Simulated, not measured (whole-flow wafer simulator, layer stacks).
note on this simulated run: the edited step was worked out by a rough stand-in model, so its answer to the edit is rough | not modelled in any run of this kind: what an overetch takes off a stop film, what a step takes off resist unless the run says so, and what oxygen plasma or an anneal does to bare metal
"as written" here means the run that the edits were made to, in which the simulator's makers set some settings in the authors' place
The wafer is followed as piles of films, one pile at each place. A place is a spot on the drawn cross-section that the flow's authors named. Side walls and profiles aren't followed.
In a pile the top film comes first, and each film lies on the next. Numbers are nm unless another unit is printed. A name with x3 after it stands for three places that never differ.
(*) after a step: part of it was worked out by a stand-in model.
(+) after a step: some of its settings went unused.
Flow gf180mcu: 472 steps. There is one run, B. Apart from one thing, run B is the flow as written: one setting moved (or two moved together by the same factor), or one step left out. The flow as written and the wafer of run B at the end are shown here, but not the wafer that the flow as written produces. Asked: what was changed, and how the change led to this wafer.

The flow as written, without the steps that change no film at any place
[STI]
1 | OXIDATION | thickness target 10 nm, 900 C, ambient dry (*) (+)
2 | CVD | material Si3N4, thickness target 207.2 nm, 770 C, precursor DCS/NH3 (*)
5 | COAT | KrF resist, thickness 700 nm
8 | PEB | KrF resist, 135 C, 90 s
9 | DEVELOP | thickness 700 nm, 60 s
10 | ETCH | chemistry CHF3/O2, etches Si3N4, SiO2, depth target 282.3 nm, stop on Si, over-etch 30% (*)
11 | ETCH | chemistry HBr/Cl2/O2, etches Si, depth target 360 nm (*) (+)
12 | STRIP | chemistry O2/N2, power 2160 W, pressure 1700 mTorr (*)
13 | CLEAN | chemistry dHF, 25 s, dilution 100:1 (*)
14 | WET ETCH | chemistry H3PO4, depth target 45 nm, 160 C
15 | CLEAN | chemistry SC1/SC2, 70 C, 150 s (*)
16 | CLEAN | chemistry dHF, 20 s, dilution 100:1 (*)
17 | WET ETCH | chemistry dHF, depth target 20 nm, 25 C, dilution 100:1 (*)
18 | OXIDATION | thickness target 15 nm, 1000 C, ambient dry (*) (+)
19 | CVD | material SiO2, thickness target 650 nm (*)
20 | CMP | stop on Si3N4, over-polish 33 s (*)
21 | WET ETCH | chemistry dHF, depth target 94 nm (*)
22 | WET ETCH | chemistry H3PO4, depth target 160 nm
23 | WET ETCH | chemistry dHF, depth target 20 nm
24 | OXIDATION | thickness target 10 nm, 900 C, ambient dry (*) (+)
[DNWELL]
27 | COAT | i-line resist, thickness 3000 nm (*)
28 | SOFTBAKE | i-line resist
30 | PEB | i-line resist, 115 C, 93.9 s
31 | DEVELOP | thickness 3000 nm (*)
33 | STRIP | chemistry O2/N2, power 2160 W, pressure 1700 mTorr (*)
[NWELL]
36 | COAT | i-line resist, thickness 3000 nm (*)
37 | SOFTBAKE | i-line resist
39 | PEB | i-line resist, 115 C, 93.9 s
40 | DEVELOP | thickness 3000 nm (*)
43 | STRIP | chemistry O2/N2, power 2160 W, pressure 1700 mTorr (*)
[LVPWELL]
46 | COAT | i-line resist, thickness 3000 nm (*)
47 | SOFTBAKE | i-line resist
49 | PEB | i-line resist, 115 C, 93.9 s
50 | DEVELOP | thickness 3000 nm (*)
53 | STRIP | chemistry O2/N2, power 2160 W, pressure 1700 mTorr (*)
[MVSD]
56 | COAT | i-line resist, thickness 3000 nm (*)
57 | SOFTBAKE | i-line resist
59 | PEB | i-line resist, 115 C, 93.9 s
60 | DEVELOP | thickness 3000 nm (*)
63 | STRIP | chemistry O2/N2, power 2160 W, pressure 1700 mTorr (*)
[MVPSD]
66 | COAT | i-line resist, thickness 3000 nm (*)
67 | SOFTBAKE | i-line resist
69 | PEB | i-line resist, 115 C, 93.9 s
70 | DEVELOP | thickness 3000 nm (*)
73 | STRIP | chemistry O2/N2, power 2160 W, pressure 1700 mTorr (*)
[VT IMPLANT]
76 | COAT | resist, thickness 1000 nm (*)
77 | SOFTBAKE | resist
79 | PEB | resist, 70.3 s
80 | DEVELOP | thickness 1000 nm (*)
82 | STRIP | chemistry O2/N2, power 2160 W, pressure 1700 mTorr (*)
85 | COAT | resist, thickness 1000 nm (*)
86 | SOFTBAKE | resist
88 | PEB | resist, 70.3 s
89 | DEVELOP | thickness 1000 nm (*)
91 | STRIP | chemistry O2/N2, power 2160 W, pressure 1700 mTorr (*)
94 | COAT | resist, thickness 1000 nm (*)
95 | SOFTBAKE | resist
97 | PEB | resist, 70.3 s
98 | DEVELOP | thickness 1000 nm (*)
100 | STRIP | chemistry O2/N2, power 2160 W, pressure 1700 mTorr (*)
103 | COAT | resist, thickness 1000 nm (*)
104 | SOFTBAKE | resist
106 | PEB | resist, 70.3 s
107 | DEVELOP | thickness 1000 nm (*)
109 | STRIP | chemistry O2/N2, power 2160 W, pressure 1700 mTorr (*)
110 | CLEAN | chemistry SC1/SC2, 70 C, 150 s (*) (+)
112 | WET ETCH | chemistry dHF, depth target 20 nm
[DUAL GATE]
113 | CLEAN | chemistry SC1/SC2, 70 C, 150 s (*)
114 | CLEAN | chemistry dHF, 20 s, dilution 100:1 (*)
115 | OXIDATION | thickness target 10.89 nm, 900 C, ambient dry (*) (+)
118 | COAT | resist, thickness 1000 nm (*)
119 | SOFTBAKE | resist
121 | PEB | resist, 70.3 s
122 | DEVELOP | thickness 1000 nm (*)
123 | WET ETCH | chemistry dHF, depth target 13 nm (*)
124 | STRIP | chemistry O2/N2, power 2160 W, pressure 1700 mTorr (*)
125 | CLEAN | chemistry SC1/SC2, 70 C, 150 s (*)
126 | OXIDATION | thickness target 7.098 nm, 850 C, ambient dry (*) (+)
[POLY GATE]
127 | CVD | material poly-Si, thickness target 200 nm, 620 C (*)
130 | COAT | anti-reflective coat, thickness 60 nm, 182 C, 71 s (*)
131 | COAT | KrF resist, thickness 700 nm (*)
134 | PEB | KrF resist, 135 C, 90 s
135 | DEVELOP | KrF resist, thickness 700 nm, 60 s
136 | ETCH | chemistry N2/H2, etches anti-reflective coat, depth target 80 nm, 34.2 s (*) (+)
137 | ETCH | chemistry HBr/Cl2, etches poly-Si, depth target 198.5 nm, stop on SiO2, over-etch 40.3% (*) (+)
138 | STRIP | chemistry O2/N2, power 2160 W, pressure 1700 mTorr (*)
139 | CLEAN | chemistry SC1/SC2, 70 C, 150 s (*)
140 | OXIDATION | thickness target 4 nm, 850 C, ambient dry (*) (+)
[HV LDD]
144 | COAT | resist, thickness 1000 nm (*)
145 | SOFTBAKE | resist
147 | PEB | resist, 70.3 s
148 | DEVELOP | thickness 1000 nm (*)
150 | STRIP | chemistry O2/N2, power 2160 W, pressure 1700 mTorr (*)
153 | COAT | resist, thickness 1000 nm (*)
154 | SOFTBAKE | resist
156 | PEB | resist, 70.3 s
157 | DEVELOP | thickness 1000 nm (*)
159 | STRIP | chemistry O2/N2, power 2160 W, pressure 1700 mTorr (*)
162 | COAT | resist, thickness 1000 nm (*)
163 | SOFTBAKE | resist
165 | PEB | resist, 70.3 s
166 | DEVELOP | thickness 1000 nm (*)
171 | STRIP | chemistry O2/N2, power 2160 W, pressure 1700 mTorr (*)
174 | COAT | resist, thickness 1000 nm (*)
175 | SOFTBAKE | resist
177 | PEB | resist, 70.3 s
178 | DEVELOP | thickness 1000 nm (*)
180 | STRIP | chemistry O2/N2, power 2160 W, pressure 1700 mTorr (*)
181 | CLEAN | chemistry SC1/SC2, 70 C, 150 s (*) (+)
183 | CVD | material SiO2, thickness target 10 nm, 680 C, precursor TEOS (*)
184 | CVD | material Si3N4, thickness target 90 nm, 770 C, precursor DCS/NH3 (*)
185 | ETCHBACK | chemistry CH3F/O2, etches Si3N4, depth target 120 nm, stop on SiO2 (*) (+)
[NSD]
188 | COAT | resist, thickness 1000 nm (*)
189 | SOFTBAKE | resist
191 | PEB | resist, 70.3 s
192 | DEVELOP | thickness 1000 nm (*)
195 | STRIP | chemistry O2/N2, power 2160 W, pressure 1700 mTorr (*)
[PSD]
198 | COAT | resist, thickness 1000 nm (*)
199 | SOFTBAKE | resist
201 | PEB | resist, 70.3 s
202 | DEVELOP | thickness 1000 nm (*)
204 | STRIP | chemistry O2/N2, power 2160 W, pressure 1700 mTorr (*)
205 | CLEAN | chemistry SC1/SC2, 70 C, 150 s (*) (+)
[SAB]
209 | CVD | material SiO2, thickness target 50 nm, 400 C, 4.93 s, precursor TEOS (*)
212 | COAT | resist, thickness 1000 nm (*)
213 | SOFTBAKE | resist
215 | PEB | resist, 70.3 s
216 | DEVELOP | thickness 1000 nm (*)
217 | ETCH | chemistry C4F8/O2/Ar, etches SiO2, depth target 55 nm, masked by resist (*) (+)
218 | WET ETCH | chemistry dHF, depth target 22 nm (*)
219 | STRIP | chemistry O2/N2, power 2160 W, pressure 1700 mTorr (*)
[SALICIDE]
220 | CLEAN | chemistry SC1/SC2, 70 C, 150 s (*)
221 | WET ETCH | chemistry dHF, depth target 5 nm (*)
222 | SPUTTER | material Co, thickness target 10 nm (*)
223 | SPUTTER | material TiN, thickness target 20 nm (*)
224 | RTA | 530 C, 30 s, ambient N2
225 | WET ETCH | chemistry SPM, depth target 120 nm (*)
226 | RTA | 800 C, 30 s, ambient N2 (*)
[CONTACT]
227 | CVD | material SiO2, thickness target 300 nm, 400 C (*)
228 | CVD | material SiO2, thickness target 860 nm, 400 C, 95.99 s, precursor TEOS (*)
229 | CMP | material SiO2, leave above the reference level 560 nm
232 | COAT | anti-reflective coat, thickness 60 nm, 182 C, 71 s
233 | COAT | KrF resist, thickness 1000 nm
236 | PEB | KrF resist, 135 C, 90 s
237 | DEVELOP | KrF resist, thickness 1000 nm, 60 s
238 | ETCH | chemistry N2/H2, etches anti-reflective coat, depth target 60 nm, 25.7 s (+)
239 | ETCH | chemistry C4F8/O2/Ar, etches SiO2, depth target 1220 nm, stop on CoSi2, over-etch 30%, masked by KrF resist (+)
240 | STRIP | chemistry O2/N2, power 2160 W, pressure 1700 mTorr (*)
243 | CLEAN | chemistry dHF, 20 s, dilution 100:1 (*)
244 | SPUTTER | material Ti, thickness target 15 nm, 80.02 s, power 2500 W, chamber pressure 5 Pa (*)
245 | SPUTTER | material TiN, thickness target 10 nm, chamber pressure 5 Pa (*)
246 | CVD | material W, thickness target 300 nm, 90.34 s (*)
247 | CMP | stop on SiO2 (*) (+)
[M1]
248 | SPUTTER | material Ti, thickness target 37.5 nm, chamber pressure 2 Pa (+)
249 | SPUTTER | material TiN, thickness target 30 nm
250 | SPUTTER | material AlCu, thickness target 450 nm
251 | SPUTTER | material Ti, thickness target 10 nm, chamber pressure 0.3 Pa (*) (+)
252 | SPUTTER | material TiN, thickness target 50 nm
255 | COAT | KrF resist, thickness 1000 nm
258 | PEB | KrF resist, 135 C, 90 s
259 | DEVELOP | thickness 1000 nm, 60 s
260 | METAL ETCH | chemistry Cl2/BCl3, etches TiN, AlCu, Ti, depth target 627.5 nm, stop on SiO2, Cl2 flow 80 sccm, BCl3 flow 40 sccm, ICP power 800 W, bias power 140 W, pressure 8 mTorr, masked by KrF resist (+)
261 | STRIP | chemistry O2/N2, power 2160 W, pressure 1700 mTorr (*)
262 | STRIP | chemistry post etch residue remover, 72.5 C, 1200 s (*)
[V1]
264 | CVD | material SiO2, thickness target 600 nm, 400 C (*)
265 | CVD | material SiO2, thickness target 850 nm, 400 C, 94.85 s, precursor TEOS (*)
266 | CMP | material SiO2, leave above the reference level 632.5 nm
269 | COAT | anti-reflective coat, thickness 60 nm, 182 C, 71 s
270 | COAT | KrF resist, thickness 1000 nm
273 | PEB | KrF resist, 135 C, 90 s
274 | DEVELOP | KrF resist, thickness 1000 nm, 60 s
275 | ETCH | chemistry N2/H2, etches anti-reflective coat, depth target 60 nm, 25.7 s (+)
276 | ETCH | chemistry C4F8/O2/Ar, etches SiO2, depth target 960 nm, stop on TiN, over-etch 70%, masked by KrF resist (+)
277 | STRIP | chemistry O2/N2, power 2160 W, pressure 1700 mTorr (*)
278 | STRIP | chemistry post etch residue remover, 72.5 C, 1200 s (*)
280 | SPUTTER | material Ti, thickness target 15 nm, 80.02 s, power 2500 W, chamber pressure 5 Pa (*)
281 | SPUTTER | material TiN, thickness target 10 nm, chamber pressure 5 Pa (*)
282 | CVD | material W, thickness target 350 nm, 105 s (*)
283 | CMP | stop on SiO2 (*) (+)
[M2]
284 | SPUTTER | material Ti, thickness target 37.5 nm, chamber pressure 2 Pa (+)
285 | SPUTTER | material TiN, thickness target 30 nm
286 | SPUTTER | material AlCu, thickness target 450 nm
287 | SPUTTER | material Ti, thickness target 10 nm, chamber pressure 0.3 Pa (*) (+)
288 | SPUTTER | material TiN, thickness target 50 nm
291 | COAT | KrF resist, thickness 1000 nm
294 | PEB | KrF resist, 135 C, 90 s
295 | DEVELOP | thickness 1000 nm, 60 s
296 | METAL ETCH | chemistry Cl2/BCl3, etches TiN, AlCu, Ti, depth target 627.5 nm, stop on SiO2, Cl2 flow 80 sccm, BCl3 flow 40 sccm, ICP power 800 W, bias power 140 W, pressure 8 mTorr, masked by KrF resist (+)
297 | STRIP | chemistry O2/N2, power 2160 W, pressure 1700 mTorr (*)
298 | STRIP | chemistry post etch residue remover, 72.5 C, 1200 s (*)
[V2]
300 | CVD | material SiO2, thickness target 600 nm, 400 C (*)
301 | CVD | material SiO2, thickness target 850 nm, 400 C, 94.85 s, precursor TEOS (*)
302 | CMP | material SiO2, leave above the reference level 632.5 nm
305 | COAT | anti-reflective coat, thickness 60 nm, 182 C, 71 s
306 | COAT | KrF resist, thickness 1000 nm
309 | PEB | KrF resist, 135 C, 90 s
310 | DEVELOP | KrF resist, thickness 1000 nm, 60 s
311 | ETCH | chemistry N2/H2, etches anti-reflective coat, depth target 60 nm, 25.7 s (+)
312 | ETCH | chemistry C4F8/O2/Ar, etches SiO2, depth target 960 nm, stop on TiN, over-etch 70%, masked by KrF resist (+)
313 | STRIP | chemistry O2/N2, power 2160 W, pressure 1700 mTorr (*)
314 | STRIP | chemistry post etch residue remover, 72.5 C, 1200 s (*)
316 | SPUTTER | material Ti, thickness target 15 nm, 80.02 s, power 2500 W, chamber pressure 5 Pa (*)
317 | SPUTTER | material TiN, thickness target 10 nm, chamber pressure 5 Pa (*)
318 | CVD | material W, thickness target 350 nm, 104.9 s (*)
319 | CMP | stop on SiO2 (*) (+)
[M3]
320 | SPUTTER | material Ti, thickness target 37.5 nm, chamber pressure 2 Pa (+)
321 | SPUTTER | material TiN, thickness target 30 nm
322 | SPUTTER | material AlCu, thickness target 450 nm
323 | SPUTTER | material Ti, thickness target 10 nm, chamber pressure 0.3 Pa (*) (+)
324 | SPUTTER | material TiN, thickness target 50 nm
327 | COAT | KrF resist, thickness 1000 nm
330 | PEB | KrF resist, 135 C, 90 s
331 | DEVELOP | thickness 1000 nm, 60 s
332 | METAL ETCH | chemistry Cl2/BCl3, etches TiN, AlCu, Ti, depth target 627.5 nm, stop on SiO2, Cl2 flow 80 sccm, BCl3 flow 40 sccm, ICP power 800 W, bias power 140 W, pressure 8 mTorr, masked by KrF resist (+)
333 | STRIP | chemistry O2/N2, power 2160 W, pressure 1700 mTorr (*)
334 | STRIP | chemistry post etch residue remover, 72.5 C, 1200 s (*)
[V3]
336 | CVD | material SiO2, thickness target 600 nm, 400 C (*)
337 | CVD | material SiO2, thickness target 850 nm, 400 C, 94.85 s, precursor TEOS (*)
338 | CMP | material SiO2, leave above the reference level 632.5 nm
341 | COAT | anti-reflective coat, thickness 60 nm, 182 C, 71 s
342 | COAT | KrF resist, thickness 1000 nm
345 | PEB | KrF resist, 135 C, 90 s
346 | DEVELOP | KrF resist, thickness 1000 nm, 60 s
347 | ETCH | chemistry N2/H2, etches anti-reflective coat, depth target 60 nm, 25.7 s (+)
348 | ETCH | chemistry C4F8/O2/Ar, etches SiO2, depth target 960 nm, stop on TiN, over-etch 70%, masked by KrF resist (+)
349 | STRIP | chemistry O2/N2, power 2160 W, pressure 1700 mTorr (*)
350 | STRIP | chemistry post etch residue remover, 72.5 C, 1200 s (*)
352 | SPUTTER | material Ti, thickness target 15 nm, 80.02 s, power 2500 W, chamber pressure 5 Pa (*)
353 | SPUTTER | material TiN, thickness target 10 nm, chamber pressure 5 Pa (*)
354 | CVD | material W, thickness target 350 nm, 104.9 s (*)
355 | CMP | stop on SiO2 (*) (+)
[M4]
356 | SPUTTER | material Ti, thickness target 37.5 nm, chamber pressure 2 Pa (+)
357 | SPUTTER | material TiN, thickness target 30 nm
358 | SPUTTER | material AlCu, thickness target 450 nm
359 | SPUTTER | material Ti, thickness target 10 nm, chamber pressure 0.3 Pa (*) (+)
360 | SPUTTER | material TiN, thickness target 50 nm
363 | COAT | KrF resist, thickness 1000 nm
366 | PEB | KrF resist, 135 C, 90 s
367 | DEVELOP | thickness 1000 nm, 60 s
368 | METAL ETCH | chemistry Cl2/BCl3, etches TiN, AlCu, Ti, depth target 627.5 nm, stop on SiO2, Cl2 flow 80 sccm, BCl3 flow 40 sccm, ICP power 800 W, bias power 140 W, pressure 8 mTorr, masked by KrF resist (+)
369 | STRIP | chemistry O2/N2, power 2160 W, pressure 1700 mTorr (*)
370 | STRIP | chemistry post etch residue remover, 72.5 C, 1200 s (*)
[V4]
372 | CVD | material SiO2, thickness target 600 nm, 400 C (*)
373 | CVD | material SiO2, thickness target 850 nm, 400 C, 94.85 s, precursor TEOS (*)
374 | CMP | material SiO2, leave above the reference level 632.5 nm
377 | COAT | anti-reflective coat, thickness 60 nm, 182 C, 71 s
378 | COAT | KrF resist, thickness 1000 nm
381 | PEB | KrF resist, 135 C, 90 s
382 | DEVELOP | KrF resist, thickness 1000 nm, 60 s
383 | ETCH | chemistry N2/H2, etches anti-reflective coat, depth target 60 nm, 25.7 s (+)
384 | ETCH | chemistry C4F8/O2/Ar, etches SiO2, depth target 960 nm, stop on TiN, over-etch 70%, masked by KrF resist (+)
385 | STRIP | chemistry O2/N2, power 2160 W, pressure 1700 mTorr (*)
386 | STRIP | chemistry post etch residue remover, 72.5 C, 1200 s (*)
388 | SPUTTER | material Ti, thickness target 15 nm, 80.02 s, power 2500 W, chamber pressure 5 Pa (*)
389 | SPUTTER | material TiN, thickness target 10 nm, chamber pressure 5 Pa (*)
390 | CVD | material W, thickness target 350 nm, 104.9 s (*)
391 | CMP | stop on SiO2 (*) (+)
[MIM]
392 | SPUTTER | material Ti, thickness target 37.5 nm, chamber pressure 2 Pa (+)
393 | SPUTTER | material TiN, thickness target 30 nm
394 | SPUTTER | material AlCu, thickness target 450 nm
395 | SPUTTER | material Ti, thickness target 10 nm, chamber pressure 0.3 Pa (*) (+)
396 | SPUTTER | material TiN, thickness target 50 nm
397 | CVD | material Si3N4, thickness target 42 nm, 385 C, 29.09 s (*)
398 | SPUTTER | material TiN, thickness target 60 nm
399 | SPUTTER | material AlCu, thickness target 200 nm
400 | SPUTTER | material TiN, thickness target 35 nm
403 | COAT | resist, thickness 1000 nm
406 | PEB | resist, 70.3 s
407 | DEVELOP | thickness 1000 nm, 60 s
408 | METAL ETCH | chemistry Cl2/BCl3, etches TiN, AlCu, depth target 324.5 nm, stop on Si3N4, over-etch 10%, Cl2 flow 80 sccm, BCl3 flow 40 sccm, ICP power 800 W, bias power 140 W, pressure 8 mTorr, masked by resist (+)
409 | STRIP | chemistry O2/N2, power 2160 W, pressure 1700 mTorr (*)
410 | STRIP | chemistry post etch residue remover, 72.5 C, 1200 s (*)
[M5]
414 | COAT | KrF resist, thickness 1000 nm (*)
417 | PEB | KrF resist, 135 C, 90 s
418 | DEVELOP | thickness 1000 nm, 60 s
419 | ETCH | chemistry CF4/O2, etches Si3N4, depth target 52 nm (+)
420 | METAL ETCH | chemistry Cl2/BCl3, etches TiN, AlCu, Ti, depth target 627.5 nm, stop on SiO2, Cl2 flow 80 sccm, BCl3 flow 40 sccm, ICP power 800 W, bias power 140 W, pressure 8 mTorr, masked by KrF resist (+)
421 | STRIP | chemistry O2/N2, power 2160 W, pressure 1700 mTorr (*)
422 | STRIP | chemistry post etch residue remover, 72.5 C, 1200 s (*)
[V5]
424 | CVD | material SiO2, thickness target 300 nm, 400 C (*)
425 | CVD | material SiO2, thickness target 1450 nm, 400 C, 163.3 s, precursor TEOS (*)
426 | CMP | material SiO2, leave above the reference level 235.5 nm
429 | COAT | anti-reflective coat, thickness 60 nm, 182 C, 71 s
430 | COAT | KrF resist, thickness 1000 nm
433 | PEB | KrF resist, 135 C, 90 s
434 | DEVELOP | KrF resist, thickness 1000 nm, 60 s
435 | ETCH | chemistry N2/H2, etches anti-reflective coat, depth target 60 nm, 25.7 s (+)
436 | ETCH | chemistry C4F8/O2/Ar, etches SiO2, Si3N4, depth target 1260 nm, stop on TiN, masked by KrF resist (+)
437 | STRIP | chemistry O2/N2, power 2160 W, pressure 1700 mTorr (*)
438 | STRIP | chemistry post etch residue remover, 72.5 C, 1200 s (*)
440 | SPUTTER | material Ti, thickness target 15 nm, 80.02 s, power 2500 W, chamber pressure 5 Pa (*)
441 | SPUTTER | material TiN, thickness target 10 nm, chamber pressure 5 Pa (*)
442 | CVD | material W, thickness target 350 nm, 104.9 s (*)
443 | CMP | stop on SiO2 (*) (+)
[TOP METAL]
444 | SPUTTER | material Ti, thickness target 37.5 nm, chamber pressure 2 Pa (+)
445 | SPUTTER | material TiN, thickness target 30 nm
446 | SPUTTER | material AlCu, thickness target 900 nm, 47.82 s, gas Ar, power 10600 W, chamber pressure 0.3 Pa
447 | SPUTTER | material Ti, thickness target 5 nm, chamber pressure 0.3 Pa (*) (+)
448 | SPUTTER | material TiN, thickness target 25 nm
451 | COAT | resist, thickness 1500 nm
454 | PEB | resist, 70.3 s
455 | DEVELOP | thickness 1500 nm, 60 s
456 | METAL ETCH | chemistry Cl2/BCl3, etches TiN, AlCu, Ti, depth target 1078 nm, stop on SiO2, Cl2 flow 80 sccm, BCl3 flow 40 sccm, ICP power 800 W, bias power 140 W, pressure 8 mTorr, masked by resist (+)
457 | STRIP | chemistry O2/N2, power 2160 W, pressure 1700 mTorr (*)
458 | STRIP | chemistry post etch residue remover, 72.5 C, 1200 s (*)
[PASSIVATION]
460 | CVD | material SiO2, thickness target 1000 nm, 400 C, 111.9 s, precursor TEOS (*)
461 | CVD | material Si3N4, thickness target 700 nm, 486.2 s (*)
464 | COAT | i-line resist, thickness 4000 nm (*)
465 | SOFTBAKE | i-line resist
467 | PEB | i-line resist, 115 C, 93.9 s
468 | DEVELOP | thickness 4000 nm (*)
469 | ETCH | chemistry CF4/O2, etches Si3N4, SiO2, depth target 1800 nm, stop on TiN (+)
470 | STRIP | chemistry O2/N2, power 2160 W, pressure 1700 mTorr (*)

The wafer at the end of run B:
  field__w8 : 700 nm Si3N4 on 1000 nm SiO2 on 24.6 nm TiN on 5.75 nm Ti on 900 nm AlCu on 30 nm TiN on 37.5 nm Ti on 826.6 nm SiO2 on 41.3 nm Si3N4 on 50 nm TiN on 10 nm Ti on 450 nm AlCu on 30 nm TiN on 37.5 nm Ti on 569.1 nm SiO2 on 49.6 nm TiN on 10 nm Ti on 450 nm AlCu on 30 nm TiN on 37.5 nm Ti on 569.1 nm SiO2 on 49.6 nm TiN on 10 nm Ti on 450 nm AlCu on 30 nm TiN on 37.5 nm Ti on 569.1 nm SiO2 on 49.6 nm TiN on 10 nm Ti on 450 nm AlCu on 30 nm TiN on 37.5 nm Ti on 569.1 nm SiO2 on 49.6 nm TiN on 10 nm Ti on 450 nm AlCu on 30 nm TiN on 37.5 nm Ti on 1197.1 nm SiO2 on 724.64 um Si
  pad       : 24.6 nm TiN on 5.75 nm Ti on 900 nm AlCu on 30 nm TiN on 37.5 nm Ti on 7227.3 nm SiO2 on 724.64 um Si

The reason: step 447, SPUTTER: thickness target 5.75 nm was run, though the flow has thickness target 5 nm.
The wafer lets one read it off: field__w8 has Ti 5.75, and step 447 as written asks for 5 nm.

Step by step, how the change led to this:
  447 | SPUTTER | material Ti, thickness target 5 nm, chamber pressure 0.3 Pa (*) (+)
      field, field__w1, field__w2 and 109 more: +5.75 Ti (new film) (as written it would have been: +5 Ti (new film))
  456 | METAL ETCH | chemistry Cl2/BCl3, etches TiN, AlCu, Ti, depth target 1078 nm, stop on SiO2, Cl2 flow 80 sccm, BCl3 flow 40 sccm, ICP power 800 W, bias power 140 W, pressure 8 mTorr, masked by resist (+)
      field, field__w1, field__w2 and 103 more: -25 TiN (all of it), -5.75 Ti (all of it), -900 AlCu (all of it), -30 TiN (all of it), -37.5 Ti (all of it) (as written it would have been: -25 TiN (all of it), -5 Ti (all of it), -900 AlCu (all of it), -30 TiN (all of it), -37.5 Ti (all of it))
